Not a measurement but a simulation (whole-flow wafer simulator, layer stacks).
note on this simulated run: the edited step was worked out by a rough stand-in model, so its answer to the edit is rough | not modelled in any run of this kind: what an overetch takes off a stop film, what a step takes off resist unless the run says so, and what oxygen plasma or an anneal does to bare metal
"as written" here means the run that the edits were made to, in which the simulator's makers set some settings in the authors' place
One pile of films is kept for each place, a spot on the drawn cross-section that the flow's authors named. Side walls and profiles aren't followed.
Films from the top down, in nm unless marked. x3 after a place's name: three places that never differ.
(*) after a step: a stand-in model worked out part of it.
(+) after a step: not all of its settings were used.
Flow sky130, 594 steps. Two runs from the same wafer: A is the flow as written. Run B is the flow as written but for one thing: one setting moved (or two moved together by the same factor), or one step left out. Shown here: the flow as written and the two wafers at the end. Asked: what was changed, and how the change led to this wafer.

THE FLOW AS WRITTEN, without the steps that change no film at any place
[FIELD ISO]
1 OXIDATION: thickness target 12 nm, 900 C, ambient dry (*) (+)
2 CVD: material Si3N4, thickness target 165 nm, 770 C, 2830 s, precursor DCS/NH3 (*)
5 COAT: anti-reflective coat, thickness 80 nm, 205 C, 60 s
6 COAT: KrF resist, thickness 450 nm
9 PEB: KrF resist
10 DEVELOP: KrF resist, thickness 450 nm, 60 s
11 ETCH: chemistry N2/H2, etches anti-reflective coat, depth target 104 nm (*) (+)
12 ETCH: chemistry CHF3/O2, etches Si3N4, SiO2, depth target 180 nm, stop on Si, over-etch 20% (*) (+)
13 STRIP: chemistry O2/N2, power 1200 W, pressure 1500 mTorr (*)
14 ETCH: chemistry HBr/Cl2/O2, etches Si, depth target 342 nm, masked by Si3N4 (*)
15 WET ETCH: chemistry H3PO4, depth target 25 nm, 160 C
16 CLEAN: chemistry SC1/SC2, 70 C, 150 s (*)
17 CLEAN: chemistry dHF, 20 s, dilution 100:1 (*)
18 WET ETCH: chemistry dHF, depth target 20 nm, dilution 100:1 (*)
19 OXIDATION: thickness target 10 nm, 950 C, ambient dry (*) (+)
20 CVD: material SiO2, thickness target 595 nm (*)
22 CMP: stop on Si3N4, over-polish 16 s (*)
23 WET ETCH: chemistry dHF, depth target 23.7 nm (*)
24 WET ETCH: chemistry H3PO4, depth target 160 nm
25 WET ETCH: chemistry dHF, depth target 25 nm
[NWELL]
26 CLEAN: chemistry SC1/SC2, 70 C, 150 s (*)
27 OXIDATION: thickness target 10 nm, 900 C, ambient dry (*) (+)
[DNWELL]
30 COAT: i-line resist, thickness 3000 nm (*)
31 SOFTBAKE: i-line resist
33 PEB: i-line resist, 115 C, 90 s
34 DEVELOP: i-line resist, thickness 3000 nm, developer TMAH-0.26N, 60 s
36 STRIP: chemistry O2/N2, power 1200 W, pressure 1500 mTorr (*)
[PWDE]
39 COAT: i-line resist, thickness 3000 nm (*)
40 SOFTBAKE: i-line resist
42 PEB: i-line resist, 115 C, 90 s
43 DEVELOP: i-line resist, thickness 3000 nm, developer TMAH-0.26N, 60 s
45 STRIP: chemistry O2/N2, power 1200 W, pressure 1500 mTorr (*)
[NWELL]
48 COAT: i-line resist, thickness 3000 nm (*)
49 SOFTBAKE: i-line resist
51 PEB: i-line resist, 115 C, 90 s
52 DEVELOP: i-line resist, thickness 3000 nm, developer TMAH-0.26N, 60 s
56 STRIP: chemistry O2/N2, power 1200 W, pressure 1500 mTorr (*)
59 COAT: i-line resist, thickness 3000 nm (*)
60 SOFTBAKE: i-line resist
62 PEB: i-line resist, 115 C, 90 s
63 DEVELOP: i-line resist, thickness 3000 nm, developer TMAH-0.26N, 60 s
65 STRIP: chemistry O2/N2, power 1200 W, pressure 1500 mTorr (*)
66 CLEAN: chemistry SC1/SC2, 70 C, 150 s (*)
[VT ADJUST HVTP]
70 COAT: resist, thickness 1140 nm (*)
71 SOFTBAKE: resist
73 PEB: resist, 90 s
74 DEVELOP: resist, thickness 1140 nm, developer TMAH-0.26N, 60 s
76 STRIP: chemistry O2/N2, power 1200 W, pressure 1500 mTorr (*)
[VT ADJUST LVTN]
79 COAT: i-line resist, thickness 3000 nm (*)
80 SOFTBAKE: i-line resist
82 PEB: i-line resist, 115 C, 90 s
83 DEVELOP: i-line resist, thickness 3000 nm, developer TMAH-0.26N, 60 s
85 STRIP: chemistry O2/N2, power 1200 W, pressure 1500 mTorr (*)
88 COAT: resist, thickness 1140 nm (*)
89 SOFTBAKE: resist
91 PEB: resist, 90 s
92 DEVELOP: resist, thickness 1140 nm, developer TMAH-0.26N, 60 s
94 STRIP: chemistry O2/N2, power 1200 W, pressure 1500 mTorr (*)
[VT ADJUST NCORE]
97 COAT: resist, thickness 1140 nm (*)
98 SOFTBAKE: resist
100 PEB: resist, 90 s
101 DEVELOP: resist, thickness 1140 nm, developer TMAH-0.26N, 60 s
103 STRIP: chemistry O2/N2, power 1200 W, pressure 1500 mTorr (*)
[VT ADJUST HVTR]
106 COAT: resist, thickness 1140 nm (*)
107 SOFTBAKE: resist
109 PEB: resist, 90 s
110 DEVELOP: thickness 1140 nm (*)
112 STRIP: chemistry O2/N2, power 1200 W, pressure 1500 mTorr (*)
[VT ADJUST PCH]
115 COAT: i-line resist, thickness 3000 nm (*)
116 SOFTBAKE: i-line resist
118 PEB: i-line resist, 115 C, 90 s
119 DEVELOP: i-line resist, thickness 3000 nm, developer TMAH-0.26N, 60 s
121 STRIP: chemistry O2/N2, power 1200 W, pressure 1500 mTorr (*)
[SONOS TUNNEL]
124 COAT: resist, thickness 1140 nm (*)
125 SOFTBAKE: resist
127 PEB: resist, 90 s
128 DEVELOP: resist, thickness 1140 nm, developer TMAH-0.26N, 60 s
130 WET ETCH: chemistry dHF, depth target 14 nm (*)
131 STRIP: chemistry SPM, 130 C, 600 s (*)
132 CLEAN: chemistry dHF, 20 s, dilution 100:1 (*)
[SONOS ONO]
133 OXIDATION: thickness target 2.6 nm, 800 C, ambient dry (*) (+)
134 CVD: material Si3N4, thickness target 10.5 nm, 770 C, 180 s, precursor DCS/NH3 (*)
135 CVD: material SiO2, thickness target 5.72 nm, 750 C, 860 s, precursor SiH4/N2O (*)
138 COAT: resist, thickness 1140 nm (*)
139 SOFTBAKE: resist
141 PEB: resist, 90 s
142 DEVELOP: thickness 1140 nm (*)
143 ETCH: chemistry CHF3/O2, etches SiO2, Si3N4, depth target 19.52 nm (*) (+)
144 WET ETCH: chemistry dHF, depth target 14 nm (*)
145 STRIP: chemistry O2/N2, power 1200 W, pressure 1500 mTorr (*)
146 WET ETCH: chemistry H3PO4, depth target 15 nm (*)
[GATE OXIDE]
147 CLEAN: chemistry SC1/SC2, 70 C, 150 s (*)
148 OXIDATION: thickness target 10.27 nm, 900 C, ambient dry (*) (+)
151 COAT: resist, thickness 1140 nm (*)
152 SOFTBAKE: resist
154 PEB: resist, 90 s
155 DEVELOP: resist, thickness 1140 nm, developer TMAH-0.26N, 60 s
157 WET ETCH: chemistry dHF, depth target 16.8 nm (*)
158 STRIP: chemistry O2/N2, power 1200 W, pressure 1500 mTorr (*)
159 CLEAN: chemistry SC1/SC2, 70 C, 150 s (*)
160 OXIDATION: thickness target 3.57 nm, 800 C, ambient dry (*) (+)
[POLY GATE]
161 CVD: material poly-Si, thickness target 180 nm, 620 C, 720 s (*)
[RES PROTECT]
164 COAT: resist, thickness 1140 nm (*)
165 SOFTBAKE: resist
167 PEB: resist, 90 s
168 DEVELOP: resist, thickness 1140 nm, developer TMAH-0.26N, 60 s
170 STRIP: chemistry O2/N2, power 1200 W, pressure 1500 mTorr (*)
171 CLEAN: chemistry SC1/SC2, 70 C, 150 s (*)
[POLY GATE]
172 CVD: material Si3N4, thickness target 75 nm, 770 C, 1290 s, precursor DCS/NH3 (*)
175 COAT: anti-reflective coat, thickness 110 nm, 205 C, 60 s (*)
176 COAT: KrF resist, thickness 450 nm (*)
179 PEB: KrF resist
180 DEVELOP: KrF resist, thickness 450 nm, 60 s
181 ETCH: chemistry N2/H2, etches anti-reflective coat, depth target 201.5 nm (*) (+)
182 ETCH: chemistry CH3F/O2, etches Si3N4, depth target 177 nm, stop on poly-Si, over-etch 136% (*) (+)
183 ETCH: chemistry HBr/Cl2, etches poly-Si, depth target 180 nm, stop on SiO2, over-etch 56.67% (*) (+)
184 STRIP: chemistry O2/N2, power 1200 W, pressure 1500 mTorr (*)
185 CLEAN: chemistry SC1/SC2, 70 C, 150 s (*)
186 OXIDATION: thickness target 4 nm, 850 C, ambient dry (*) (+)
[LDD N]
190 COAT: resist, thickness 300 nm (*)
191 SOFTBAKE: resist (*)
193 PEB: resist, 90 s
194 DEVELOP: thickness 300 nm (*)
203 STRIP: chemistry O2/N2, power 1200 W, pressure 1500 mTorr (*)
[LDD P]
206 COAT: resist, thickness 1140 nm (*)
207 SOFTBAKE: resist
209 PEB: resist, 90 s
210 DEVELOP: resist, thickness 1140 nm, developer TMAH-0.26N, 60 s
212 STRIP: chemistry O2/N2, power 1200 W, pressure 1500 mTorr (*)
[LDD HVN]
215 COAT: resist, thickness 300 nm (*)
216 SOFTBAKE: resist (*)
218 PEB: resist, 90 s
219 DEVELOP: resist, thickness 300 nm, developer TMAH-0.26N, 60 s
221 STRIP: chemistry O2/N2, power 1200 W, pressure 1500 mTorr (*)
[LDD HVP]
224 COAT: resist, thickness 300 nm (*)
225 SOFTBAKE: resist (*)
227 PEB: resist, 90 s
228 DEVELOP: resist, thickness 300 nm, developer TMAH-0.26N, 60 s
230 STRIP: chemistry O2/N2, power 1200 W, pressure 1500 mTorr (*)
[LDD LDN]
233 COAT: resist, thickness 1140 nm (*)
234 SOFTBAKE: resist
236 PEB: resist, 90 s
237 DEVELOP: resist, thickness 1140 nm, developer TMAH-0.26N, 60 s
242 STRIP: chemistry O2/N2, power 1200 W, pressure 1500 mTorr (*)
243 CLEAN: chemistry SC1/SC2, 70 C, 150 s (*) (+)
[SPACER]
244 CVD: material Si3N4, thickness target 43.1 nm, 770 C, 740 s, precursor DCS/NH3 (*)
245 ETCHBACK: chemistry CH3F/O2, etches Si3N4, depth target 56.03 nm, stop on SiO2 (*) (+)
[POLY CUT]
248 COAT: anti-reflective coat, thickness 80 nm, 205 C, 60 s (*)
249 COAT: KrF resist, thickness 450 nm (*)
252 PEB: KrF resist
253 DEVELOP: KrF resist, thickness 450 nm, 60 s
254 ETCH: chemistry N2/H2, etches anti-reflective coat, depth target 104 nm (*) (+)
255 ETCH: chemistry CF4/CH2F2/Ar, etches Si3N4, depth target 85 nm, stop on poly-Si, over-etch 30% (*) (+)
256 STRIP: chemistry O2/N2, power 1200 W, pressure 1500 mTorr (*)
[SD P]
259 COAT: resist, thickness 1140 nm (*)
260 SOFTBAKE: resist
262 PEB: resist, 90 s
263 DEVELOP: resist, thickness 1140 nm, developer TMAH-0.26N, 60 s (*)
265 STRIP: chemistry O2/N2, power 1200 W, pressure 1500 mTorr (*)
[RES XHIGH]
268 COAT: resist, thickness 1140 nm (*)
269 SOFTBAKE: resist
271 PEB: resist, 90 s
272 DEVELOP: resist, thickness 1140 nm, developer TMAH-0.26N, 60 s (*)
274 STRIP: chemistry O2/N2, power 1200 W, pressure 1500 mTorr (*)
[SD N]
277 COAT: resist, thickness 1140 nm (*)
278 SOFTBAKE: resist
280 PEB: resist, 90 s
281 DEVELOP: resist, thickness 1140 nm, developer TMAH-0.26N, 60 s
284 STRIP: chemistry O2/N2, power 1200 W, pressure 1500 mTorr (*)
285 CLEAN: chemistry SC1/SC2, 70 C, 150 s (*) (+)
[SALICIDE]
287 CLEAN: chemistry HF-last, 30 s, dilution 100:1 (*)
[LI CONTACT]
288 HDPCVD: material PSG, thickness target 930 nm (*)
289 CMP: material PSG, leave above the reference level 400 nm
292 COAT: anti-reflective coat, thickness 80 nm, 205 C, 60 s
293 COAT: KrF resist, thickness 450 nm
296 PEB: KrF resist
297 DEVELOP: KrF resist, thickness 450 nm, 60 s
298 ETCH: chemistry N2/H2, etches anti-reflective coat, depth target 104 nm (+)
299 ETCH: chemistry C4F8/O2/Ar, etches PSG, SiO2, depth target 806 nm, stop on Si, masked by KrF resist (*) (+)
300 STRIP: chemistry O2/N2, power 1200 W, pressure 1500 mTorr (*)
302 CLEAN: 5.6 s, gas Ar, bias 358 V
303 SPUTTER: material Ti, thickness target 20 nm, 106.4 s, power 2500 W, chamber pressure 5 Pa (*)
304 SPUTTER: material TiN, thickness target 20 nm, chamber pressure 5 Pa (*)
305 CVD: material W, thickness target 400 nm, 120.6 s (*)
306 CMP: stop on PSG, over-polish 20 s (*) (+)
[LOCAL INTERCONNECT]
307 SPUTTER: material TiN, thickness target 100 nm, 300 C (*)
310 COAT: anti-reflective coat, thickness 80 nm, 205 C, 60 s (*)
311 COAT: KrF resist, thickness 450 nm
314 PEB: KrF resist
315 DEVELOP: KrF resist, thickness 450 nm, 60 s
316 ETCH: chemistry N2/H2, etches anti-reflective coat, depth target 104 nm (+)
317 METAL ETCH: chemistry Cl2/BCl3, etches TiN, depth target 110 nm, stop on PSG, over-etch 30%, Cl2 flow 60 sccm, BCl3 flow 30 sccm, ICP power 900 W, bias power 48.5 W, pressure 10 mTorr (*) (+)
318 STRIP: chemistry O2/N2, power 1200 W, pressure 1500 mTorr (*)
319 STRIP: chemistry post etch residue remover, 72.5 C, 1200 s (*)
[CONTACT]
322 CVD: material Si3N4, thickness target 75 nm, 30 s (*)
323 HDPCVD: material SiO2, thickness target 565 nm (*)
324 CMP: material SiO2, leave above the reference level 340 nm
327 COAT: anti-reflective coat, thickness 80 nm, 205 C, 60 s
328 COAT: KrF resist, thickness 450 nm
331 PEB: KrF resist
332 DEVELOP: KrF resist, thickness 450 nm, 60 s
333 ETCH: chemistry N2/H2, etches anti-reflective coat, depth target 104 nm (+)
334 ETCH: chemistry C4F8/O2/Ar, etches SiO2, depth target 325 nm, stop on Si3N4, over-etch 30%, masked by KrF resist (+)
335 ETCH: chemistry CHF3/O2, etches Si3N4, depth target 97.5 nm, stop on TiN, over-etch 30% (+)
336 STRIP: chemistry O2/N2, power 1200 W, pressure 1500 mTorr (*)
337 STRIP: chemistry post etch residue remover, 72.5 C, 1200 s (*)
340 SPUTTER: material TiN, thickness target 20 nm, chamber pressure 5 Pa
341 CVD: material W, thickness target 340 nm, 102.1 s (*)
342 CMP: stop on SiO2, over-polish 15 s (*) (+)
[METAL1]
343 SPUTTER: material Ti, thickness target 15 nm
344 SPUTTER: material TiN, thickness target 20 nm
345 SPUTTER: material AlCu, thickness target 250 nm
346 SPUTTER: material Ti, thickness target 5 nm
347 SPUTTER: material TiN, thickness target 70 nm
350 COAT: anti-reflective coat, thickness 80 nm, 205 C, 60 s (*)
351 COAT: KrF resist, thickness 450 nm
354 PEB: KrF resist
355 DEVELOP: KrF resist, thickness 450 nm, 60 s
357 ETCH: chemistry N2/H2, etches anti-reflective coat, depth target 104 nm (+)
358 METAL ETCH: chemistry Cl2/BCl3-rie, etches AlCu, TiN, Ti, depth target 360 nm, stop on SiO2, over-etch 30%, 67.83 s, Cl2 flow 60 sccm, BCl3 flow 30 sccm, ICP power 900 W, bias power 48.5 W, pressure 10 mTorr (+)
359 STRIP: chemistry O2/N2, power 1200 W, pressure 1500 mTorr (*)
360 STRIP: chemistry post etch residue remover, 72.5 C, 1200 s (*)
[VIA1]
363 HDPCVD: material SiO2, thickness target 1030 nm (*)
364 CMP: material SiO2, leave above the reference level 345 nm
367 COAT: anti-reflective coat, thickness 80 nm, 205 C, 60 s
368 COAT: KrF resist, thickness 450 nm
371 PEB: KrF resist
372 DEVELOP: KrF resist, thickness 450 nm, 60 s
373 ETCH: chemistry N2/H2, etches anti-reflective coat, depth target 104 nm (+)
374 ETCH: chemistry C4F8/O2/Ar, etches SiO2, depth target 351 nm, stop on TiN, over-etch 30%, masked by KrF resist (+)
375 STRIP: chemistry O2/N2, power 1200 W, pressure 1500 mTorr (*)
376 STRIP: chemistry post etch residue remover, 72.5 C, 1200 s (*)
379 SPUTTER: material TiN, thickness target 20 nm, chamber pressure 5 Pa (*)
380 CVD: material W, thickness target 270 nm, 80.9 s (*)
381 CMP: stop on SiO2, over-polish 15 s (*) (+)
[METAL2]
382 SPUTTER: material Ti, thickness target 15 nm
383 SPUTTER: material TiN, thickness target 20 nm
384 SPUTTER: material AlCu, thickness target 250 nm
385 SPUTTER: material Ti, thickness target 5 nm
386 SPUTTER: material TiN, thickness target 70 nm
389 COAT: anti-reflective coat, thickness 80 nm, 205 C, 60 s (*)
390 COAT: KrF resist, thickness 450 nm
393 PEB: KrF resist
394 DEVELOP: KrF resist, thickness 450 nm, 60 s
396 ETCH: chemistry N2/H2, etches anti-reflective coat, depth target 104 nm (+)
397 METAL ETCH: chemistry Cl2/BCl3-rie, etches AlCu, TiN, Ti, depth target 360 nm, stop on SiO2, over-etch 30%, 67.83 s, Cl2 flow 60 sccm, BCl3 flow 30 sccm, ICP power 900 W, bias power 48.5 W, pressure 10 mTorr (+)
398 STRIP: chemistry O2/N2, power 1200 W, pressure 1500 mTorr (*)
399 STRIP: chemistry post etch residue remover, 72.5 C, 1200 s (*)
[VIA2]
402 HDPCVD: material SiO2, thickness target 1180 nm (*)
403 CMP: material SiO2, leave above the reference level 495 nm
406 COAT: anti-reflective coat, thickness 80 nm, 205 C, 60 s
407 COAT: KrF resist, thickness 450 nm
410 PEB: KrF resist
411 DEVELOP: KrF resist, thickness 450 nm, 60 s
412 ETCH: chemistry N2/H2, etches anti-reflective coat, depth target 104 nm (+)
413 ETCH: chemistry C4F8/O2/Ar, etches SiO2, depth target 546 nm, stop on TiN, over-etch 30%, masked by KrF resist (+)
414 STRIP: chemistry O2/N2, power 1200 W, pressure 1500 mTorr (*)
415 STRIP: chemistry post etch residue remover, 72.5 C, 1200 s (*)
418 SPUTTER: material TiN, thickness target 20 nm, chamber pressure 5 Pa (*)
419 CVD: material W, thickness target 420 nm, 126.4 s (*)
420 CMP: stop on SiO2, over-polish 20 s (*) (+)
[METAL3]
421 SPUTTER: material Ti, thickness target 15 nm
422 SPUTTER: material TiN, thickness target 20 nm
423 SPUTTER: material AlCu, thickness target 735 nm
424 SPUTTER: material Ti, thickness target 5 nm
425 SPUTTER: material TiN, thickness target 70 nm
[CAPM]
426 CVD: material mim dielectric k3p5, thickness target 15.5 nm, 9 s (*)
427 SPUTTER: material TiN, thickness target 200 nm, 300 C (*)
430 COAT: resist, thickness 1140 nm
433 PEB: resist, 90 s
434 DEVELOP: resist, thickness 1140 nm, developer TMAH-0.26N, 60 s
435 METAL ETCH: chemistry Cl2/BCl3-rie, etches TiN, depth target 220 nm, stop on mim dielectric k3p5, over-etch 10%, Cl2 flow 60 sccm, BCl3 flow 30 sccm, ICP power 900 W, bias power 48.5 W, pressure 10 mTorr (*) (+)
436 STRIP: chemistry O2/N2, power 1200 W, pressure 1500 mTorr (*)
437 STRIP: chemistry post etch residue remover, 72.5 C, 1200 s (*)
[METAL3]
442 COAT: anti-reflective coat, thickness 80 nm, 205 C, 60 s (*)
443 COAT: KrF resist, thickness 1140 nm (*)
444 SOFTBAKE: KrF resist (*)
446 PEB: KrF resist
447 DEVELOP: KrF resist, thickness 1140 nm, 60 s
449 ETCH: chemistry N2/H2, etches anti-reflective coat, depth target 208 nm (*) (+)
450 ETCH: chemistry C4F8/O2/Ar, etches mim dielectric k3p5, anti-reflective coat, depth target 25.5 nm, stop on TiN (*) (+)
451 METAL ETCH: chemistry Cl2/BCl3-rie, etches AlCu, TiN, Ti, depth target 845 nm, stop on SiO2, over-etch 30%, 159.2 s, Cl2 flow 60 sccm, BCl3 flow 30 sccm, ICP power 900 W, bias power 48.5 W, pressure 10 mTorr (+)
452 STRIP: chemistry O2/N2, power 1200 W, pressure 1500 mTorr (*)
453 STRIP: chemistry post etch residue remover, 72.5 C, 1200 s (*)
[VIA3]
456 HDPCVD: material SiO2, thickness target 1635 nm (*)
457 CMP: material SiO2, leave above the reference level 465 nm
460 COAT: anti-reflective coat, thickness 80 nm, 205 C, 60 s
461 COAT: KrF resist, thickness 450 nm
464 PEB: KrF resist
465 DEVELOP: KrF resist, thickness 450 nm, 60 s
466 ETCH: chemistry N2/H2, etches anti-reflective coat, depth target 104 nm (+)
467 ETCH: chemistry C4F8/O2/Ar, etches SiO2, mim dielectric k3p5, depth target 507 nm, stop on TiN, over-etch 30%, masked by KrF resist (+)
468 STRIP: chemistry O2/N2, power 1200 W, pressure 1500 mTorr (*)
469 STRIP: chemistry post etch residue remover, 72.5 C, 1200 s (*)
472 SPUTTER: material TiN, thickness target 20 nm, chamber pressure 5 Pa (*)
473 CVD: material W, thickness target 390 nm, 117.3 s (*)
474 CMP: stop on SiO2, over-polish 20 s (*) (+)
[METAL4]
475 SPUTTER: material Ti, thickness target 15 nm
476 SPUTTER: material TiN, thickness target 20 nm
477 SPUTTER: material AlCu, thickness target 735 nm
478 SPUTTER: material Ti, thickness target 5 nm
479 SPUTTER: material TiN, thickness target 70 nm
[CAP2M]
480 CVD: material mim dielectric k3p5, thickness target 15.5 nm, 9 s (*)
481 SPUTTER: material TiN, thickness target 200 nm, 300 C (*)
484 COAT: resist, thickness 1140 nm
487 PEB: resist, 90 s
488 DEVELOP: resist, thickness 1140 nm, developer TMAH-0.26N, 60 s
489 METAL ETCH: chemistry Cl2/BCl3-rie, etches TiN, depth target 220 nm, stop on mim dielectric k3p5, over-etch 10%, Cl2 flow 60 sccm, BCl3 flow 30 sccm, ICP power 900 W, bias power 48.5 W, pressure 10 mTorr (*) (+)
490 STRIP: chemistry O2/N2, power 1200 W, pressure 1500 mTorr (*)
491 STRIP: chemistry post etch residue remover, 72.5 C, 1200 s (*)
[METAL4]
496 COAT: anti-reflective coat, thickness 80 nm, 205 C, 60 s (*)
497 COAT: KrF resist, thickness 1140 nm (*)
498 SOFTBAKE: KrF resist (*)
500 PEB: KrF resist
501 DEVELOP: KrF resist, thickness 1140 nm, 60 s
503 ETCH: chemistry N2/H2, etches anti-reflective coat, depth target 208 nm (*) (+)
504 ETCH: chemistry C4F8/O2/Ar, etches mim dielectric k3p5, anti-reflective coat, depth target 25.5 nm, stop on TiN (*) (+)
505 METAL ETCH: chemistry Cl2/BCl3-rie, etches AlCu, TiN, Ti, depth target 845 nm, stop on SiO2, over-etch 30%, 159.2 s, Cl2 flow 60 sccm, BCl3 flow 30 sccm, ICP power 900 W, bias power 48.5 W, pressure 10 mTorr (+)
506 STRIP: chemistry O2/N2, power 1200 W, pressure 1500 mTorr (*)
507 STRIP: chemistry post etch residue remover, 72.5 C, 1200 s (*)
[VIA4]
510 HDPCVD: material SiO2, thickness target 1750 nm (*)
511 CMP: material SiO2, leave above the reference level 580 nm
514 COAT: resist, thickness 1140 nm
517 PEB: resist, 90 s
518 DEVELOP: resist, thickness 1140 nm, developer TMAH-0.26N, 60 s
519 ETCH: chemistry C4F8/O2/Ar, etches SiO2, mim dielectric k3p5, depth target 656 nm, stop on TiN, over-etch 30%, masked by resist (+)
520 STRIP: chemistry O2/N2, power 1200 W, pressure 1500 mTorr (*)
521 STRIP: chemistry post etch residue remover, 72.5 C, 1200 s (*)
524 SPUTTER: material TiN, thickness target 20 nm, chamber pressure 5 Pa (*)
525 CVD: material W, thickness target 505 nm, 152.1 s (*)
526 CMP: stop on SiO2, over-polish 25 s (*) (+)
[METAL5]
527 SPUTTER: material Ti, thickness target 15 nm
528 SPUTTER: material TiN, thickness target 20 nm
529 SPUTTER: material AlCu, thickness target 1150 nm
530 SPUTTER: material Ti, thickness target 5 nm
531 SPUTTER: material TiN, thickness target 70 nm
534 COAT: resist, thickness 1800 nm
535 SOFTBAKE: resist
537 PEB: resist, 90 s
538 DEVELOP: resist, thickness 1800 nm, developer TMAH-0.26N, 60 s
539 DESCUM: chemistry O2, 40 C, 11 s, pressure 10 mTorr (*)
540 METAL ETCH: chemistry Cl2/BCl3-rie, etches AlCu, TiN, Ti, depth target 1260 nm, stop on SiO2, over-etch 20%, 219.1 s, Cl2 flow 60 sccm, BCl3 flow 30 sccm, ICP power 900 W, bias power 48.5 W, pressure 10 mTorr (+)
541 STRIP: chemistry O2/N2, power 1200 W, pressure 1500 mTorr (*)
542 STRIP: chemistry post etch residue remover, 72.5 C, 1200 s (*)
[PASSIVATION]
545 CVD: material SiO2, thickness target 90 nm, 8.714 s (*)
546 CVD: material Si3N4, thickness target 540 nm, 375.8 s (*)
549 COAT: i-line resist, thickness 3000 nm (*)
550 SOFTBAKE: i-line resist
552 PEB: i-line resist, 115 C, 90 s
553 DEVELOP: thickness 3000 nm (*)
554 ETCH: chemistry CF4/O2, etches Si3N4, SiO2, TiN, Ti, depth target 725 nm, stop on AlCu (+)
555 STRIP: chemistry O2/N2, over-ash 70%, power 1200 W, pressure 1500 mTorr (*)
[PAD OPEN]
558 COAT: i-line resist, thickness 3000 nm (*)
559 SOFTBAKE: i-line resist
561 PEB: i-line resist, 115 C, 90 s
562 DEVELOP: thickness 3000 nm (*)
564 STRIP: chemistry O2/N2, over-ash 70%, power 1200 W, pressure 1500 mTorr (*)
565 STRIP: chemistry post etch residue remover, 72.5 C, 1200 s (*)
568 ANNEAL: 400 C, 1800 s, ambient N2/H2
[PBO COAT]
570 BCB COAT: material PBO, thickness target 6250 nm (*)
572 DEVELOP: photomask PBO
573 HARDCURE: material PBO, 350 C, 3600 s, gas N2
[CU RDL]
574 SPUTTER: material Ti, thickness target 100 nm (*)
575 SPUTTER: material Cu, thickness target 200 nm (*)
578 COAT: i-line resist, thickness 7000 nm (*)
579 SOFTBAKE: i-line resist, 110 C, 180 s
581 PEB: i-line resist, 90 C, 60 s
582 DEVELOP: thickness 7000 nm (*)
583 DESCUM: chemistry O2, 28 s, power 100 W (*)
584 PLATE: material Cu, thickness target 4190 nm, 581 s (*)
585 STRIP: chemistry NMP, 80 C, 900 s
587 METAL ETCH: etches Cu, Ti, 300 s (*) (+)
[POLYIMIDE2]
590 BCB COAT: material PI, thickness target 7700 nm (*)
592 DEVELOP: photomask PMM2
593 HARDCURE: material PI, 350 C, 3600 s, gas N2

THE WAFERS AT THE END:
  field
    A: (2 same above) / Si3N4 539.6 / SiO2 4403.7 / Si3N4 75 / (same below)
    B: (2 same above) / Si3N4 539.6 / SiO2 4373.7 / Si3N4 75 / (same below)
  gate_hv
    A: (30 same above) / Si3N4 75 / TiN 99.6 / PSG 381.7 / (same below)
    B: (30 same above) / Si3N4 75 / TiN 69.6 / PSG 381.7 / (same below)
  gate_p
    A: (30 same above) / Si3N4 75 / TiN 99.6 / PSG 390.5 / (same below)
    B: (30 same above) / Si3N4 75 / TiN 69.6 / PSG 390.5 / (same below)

The cause: step 307, SPUTTER: thickness target 70 nm was run, where the flow has thickness target 100 nm.

How the change led to this, step by step:
  307 SPUTTER: material TiN, thickness target 100 nm, 300 C (*)
      field, active, n_well and 188 more: A TiN +100 (new film) | B TiN +70 (new film)
  317 METAL ETCH: chemistry Cl2/BCl3, etches TiN, depth target 110 nm, stop on PSG, over-etch 30%, Cl2 flow 60 sccm, BCl3 flow 30 sccm, ICP power 900 W, bias power 48.5 W, pressure 10 mTorr (*) (+)
      n_well, p_well, gate_hv and 97 more: A KrF resist -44 | B KrF resist -35.7
      field, active, gate and 88 more: A TiN -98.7 (all of it) | B TiN -68.7 (all of it)
  318 STRIP: chemistry O2/N2, power 1200 W, pressure 1500 mTorr (*)
      n_well, p_well, gate_hv and 93 more: A KrF resist -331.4 (all of it), anti-reflective coat -80 (all of it) | B KrF resist -339.7 (all of it), anti-reflective coat -80 (all of it)
      poly_licon, rpo_hd_licon: A KrF resist -331.5 (all of it), anti-reflective coat -80.4 (all of it) | B KrF resist -339.8 (all of it), anti-reflective coat -80.4 (all of it)
      (and at 2 more places)
  324 CMP: material SiO2, leave above the reference level 340 nm
      field, active, gate and 88 more: A SiO2 -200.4 | B SiO2 -230.4
